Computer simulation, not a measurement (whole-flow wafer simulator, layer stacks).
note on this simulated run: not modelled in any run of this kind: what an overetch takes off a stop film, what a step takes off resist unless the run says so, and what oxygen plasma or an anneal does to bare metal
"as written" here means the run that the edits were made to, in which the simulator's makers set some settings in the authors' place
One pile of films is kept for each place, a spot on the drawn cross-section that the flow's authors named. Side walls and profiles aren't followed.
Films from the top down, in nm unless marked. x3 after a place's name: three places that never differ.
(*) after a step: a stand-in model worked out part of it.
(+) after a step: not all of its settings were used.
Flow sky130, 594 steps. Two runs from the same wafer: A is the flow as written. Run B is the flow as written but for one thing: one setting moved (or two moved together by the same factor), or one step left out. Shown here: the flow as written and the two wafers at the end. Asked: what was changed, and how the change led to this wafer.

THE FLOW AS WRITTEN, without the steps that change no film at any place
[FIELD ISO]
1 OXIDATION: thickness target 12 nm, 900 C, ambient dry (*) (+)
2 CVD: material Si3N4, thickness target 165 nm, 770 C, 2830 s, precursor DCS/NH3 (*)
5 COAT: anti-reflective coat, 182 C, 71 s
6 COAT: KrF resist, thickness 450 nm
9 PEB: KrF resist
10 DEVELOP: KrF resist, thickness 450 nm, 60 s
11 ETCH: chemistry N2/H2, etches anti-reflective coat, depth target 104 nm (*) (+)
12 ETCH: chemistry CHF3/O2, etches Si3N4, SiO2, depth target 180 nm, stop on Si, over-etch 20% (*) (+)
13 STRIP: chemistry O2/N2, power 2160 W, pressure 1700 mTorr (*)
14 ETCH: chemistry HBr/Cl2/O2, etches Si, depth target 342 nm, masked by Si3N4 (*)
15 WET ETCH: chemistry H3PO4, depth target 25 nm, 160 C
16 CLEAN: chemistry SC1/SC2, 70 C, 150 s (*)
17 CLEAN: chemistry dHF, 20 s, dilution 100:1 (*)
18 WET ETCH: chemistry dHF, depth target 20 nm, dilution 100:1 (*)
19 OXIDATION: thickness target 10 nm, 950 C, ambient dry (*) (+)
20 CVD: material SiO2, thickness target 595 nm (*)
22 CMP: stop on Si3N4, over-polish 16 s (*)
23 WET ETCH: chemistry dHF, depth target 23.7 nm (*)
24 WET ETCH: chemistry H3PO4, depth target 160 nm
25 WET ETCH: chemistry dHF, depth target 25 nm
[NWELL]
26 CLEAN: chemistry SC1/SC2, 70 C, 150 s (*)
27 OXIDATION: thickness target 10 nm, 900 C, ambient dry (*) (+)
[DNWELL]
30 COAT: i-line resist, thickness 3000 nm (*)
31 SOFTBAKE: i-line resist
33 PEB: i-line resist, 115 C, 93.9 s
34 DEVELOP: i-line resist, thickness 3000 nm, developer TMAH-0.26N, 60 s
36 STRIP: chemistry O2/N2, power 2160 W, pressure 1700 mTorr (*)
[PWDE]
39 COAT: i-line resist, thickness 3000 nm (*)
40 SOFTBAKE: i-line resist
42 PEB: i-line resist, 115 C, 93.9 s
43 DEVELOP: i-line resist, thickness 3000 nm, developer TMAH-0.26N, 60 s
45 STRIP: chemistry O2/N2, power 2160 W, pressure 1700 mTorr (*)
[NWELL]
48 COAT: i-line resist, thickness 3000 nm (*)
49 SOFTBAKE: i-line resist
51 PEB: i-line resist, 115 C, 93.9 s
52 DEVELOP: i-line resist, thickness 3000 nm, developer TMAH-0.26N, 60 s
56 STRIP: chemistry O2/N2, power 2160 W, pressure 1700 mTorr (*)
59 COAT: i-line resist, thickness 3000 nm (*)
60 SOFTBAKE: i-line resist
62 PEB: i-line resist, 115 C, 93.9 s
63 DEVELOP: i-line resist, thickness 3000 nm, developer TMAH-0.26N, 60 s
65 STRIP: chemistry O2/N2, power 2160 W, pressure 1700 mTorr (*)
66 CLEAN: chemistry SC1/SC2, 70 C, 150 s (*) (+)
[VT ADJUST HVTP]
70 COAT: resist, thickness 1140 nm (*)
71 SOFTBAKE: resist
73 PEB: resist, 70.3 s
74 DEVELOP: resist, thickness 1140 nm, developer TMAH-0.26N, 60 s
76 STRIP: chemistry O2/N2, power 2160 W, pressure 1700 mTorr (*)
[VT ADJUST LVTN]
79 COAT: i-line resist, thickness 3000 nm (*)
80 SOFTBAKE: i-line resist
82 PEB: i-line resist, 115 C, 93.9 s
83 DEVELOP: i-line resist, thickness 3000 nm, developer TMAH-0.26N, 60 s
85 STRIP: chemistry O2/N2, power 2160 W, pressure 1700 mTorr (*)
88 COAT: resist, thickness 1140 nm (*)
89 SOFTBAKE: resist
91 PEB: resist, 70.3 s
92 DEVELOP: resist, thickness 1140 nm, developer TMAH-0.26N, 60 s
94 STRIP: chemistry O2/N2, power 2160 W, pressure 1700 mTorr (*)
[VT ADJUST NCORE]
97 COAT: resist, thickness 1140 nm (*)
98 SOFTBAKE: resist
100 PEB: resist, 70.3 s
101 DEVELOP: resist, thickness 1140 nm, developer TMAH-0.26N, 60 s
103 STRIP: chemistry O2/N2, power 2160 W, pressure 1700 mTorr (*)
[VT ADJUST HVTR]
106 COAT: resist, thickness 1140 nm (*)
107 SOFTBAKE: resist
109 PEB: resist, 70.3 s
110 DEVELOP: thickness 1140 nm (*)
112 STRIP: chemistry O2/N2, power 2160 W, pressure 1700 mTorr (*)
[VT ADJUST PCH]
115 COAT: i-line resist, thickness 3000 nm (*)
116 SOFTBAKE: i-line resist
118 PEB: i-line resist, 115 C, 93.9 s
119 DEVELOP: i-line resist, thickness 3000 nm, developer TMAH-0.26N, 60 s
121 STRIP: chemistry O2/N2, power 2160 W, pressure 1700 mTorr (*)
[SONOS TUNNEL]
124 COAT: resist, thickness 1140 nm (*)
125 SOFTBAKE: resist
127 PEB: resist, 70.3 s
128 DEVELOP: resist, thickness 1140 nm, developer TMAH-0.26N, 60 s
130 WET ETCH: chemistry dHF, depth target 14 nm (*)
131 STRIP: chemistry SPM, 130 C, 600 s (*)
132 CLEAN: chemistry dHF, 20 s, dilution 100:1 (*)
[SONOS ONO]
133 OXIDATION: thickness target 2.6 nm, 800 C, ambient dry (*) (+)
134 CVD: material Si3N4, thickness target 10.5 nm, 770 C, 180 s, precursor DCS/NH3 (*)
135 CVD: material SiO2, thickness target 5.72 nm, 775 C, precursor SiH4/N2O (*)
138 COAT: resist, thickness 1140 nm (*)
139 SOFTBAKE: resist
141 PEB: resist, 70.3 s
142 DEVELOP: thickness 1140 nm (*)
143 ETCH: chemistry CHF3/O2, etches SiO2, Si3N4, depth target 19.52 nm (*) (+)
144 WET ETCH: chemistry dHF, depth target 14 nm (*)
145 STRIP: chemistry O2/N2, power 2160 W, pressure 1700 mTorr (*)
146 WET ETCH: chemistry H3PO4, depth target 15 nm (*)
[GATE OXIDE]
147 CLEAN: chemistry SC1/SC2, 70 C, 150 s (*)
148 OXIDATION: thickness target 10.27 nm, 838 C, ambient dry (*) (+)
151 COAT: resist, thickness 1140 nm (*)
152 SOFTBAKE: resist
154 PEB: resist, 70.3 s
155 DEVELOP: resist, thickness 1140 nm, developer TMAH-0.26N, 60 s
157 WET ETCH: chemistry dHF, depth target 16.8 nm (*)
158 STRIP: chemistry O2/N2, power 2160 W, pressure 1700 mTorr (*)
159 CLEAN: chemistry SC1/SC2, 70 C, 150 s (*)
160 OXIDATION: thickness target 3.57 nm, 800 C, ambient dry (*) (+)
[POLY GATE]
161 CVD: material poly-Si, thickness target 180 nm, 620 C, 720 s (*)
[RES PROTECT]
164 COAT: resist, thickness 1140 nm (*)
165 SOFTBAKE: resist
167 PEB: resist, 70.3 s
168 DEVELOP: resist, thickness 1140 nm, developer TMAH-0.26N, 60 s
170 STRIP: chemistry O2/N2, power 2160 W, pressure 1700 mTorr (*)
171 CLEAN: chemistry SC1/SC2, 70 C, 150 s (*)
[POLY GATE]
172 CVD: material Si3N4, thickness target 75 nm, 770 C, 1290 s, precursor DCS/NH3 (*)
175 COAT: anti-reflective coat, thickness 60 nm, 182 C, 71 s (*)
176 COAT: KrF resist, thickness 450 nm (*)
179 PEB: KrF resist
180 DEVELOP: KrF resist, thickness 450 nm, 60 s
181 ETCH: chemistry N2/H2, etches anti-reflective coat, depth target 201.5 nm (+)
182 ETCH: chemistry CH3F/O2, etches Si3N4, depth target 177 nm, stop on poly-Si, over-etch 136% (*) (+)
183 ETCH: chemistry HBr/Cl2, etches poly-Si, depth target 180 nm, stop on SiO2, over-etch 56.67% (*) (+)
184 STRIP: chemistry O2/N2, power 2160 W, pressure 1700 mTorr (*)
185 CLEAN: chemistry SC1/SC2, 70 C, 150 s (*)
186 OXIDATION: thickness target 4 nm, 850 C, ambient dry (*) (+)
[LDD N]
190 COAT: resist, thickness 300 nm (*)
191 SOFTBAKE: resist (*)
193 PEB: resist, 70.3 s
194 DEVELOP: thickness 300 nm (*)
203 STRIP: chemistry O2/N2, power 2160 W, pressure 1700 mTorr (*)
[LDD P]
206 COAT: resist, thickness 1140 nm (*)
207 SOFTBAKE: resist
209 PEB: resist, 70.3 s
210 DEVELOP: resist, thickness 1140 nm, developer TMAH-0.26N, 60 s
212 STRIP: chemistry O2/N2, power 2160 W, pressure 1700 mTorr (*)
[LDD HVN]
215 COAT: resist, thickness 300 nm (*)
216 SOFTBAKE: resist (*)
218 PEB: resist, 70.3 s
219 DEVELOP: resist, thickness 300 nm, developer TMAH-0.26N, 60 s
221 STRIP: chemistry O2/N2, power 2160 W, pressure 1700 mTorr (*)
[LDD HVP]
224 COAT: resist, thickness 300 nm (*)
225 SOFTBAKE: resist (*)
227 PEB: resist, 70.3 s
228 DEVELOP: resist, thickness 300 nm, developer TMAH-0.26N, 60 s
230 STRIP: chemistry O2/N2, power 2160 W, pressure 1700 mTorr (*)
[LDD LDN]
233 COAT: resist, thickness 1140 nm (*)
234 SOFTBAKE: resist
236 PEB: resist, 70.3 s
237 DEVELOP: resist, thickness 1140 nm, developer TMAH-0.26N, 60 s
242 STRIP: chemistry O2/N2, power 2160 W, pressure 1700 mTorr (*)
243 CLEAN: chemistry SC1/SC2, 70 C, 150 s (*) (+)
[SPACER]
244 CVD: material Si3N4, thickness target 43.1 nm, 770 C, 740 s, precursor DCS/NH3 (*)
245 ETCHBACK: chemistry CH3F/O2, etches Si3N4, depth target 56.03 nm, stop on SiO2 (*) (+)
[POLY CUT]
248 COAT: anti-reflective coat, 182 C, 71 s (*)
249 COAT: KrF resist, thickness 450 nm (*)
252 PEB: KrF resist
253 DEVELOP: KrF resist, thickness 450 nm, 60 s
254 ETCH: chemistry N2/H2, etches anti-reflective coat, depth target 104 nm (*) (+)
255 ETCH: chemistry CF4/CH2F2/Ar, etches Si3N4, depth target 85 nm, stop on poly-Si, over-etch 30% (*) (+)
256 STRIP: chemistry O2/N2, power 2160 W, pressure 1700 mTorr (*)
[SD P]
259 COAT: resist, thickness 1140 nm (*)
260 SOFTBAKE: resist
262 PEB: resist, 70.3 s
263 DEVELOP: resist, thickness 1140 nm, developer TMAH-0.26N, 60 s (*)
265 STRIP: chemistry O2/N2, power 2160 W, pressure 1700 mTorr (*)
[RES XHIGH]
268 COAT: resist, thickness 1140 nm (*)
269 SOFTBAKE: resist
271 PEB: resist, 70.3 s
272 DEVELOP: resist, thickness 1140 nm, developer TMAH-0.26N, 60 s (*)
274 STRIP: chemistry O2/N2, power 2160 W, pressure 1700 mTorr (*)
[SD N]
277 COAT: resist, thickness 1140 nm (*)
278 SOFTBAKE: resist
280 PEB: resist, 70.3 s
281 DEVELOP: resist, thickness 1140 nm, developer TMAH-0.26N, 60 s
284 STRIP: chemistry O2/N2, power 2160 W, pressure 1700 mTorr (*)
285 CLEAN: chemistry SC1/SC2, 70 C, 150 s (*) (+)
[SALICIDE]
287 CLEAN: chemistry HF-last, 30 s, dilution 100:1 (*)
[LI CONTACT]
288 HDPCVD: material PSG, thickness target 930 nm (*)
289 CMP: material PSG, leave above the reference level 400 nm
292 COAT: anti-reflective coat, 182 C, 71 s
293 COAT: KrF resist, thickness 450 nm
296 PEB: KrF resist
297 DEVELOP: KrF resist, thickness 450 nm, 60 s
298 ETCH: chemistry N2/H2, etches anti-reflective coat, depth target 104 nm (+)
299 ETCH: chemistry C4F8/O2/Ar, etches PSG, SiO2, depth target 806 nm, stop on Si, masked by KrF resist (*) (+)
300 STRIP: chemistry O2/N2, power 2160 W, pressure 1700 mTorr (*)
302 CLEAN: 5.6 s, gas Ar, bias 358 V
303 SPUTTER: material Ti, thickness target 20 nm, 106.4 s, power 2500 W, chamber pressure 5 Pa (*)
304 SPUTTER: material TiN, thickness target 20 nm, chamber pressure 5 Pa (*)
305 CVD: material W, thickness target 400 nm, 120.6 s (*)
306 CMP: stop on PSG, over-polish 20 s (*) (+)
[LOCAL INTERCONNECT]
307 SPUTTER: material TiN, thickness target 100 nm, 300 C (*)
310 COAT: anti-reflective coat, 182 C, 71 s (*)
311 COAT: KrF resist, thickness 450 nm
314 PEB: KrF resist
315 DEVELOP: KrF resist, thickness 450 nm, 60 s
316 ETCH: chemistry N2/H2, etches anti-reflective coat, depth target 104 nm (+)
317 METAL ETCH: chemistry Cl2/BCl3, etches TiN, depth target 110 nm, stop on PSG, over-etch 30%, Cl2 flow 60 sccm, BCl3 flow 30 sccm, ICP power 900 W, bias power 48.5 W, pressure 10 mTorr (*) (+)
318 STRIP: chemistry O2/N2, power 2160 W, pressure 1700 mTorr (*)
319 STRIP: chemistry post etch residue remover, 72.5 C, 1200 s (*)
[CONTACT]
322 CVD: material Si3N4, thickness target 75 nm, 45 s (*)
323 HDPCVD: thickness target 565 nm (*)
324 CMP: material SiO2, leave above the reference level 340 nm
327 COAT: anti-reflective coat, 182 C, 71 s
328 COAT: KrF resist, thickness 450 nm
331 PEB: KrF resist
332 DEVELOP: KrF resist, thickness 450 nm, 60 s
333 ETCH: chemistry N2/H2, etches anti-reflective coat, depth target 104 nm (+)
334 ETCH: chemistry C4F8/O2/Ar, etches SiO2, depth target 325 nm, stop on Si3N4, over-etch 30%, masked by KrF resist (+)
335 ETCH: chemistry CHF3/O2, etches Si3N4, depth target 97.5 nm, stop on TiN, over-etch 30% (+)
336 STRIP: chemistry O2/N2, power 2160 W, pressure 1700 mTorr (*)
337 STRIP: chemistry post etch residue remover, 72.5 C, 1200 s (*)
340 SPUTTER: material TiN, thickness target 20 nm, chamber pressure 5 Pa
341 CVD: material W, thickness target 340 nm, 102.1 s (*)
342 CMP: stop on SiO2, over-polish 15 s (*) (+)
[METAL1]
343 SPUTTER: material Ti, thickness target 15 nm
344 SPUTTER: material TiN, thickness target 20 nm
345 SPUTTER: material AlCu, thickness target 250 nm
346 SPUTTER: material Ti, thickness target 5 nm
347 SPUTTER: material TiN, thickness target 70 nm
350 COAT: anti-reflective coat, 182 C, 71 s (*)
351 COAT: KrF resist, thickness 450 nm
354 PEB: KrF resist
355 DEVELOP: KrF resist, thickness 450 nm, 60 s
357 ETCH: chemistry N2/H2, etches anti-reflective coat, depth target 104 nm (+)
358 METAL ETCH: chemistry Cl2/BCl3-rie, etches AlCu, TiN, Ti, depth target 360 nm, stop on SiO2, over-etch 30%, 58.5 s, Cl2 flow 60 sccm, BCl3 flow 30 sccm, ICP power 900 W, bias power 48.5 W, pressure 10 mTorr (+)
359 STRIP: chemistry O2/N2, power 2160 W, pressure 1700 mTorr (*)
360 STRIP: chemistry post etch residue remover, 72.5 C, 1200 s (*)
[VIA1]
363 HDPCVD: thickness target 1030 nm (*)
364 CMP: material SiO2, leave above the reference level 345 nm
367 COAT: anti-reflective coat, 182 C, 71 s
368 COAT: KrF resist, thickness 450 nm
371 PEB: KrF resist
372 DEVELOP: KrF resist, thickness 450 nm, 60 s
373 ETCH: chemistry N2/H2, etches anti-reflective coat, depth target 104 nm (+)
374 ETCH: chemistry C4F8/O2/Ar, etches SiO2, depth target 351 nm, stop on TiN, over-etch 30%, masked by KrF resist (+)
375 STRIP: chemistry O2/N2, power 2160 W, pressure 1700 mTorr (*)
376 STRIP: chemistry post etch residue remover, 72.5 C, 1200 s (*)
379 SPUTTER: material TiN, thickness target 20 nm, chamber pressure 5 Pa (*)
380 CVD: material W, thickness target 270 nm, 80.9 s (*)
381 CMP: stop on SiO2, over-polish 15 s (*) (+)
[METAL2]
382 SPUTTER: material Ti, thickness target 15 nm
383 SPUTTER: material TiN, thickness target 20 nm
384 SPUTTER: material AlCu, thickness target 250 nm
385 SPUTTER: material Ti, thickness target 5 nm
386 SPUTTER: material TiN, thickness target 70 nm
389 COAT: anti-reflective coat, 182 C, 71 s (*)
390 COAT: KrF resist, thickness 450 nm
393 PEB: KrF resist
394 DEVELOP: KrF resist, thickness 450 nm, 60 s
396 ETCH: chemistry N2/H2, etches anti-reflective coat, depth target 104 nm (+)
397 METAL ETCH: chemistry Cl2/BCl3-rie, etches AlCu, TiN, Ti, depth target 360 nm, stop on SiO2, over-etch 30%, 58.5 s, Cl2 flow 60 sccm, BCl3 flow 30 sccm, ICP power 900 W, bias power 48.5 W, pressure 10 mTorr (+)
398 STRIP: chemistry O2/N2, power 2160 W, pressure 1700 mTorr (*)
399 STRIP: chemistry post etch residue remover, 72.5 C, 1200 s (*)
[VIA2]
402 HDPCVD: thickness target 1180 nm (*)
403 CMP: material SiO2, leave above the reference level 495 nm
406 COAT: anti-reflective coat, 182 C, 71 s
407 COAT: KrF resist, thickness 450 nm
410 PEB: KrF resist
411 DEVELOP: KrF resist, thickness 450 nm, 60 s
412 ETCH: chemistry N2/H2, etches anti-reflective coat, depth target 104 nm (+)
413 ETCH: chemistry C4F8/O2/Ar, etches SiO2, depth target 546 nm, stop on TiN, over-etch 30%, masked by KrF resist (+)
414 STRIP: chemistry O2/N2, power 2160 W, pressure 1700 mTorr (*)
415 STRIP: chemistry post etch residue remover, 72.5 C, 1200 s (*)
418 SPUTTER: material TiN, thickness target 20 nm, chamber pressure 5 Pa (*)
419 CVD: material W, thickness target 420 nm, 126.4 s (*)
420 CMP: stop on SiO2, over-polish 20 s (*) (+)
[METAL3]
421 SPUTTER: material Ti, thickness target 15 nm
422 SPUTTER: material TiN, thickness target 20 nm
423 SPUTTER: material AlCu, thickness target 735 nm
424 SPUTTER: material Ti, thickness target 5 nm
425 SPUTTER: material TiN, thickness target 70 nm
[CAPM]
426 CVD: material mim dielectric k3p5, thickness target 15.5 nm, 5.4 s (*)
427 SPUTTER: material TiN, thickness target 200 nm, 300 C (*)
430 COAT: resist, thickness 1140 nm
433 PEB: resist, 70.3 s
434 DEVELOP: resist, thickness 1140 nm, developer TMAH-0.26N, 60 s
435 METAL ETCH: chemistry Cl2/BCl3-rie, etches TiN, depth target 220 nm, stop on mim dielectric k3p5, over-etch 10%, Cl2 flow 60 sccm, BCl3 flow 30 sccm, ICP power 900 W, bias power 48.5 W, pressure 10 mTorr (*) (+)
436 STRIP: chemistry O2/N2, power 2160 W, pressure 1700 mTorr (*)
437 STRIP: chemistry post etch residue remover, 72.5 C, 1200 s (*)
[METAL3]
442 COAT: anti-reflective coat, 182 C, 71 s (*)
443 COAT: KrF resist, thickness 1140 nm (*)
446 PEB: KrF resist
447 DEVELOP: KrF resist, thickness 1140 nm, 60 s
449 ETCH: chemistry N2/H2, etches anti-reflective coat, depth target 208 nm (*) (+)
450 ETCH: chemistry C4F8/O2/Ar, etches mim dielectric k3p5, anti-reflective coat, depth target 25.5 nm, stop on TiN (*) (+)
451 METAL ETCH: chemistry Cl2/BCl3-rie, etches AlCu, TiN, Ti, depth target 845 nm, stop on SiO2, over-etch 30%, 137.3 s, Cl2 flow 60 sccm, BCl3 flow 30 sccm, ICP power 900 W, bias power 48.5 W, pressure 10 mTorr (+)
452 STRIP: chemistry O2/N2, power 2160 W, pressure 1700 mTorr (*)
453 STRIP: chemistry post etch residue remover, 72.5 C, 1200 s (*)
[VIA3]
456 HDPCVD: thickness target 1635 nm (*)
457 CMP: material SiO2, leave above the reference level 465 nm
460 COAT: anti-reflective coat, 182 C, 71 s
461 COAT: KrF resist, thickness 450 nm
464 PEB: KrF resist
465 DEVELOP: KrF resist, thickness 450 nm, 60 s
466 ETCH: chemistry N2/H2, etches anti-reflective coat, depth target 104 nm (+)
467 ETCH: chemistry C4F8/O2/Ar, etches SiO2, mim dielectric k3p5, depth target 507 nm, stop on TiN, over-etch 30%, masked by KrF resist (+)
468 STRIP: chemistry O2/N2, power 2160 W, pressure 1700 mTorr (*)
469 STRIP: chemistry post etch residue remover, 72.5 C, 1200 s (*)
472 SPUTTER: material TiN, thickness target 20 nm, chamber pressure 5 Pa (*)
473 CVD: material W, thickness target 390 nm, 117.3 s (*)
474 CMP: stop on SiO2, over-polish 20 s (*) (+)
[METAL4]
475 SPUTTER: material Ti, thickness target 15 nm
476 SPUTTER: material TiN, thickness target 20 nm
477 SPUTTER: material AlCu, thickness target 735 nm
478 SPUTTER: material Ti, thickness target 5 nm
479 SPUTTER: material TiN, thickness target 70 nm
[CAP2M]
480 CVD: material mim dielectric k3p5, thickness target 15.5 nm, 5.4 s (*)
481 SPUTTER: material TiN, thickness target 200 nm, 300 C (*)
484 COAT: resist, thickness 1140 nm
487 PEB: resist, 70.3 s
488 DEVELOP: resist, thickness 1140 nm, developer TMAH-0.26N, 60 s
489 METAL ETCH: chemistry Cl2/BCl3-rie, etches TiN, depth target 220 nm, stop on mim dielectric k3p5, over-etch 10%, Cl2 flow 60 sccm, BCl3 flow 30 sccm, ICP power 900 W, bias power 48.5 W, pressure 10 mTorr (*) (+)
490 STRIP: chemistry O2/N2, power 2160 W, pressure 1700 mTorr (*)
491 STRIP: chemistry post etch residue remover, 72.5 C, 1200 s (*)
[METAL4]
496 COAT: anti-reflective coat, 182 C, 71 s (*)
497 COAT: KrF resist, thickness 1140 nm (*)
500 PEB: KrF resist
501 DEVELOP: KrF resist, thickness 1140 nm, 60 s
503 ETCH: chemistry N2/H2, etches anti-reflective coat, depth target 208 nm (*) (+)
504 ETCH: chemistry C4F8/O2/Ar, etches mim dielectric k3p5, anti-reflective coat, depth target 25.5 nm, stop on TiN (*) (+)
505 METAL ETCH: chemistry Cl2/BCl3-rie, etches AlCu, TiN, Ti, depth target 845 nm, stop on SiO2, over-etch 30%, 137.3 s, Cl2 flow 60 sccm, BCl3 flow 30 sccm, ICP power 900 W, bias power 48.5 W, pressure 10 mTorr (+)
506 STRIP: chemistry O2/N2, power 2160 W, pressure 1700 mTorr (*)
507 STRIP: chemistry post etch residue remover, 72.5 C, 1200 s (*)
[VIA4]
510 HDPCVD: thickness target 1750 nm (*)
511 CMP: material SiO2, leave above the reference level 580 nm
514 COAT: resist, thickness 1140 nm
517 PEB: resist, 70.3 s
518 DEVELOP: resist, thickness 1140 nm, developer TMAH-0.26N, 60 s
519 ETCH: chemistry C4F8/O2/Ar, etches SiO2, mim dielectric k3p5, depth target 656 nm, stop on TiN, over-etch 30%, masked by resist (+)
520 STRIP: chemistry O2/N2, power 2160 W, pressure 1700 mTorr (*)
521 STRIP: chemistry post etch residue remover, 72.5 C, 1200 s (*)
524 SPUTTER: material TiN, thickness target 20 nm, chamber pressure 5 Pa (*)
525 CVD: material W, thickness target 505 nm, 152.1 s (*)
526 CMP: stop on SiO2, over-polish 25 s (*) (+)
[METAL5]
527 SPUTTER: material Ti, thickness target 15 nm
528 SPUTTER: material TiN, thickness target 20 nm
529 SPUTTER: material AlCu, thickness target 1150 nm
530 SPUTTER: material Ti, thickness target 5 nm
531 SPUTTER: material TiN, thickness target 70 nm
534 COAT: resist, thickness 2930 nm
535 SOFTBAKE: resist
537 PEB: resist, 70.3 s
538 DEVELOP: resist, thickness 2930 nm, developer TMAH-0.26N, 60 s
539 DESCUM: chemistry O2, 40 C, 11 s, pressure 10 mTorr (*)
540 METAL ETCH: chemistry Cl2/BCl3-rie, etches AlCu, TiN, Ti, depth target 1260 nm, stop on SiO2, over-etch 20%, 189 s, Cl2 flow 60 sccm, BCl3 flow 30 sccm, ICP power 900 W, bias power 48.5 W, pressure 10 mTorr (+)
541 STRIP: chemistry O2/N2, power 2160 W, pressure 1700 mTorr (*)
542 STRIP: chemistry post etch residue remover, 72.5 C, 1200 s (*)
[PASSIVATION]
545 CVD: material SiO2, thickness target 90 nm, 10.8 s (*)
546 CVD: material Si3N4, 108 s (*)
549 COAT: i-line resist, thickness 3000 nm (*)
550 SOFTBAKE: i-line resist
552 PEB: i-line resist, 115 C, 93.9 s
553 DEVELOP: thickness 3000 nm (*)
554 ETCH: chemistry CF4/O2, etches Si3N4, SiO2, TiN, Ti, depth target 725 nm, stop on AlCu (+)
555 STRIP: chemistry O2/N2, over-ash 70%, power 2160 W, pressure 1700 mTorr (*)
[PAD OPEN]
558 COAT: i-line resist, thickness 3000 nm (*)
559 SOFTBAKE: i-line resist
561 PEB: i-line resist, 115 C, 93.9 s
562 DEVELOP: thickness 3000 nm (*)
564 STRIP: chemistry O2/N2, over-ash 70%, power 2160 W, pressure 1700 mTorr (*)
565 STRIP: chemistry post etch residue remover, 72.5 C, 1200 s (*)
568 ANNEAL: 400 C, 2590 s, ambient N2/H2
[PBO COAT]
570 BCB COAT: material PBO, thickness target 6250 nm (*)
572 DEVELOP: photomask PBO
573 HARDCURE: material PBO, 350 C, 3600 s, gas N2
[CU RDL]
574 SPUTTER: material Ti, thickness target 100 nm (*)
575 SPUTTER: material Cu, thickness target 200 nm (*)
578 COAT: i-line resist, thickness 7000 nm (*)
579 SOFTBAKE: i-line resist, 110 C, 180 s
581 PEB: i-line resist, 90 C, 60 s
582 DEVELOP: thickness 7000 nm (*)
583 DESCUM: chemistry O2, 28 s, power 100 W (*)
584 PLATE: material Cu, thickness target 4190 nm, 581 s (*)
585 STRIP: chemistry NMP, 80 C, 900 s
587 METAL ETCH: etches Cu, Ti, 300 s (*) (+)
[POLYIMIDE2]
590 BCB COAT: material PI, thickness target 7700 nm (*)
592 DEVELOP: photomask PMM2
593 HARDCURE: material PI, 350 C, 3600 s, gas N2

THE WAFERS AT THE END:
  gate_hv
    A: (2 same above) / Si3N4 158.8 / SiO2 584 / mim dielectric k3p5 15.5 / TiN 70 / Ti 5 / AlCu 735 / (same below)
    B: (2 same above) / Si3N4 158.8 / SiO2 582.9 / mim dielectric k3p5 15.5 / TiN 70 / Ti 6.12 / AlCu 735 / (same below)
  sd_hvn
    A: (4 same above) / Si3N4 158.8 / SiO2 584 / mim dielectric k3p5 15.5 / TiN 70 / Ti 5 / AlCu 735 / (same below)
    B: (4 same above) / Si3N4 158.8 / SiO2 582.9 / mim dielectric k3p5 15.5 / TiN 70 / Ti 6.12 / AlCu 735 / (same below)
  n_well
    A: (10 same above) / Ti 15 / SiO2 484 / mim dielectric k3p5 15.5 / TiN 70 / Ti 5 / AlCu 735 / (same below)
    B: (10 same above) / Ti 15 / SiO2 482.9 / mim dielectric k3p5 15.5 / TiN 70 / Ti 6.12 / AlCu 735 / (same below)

The cause: step 478, SPUTTER: thickness target 6.12 nm was run, where the flow has thickness target 5 nm.
It can be read off the wafer: gate_hv has Ti 6.12, and step 478 as written asks for 5 nm.

How the change led to this, step by step:
  478 SPUTTER: material Ti, thickness target 5 nm
      field, active, n_well and 189 more: A Ti +5 (new film) | B Ti +6.12 (new film)
  505 METAL ETCH: chemistry Cl2/BCl3-rie, etches AlCu, TiN, Ti, depth target 845 nm, stop on SiO2, over-etch 30%, 137.3 s, Cl2 flow 60 sccm, BCl3 flow 30 sccm, ICP power 900 W, bias power 48.5 W, pressure 10 mTorr (+)
      field, gate, spacer and 68 more: A TiN -70 (all of it), Ti -5 (all of it), AlCu -735 (all of it), TiN -20 (all of it), Ti -15 (all of it), SiO2 -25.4 | B TiN -70 (all of it), Ti -6.12 (all of it), AlCu -735 (all of it), TiN -20 (all of it), Ti -15 (all of it), SiO2 -25.2
      active, vpp_iso1, mim_edge_plate and 14 more: A TiN -70 (all of it), Ti -5 (all of it), AlCu -735 (all of it), TiN -20 (all of it), Ti -15 (all of it), SiO2 -25.3 | B TiN -70 (all of it), Ti -6.12 (all of it), AlCu -735 (all of it), TiN -20 (all of it), Ti -15 (all of it), SiO2 -25.2
